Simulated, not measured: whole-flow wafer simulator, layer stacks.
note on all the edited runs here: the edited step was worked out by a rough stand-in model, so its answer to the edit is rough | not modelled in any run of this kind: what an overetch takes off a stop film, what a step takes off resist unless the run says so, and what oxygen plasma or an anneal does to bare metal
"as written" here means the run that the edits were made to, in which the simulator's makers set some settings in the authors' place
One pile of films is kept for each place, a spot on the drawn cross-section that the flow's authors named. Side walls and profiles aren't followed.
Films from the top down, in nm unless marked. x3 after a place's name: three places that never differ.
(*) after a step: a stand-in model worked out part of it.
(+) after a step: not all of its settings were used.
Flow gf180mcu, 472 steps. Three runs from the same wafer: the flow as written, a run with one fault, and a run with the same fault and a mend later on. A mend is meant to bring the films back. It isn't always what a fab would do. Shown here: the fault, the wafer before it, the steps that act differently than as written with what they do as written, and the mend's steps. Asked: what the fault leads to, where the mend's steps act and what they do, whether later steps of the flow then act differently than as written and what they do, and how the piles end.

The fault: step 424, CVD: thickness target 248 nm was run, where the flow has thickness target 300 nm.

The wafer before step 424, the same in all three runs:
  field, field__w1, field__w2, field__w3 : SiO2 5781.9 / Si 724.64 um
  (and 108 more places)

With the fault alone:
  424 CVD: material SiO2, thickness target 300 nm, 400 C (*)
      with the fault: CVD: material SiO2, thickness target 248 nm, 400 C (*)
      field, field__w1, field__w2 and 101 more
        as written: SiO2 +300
        with the fault: SiO2 +248
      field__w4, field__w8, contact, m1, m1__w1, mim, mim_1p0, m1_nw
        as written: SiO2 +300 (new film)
        with the fault: SiO2 +248 (new film)
  Later steps of the flow that act differently than as written (3 more steps differ only slightly, by at most 2% or 0.5 nm, whichever is larger, and aren't shown):
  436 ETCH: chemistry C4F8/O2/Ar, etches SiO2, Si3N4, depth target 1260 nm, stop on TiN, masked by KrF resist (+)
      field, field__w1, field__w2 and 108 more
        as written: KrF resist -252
        with the fault: KrF resist -245.8
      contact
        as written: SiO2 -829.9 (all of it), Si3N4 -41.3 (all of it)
        with the fault: SiO2 -777.9 (all of it), Si3N4 -41.3 (all of it)
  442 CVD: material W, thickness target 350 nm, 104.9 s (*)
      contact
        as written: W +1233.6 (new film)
        with the fault: W +1181.2 (new film)
  At the end the piles differ from the flow's by more than 2% or 0.5 nm, whichever is larger, at field__w4, field__w8, contact, m1, m1__w1, mim, mim_1p0, m1_nw.
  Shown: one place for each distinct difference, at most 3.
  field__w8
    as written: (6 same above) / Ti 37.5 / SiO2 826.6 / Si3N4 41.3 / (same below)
    with the fault: (6 same above) / Ti 37.5 / SiO2 774.6 / Si3N4 41.3 / (same below)
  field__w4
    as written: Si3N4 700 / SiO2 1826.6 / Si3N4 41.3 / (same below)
    with the fault: Si3N4 700 / SiO2 1774.6 / Si3N4 41.3 / (same below)
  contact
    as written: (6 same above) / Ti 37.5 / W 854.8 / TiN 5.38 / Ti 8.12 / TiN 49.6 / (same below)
    with the fault: (6 same above) / Ti 37.5 / W 802.4 / TiN 5.54 / Ti 8.37 / TiN 49.6 / (same below)

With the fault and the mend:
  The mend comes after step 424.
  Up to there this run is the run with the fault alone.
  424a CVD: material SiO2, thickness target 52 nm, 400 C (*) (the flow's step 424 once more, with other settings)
      field, field__w1, field__w2 and 109 more
        SiO2 +52
  No later step of the flow acts differently than as written at any place that is followed.
  At the end the piles are the same as the flow's at every place that both follow.
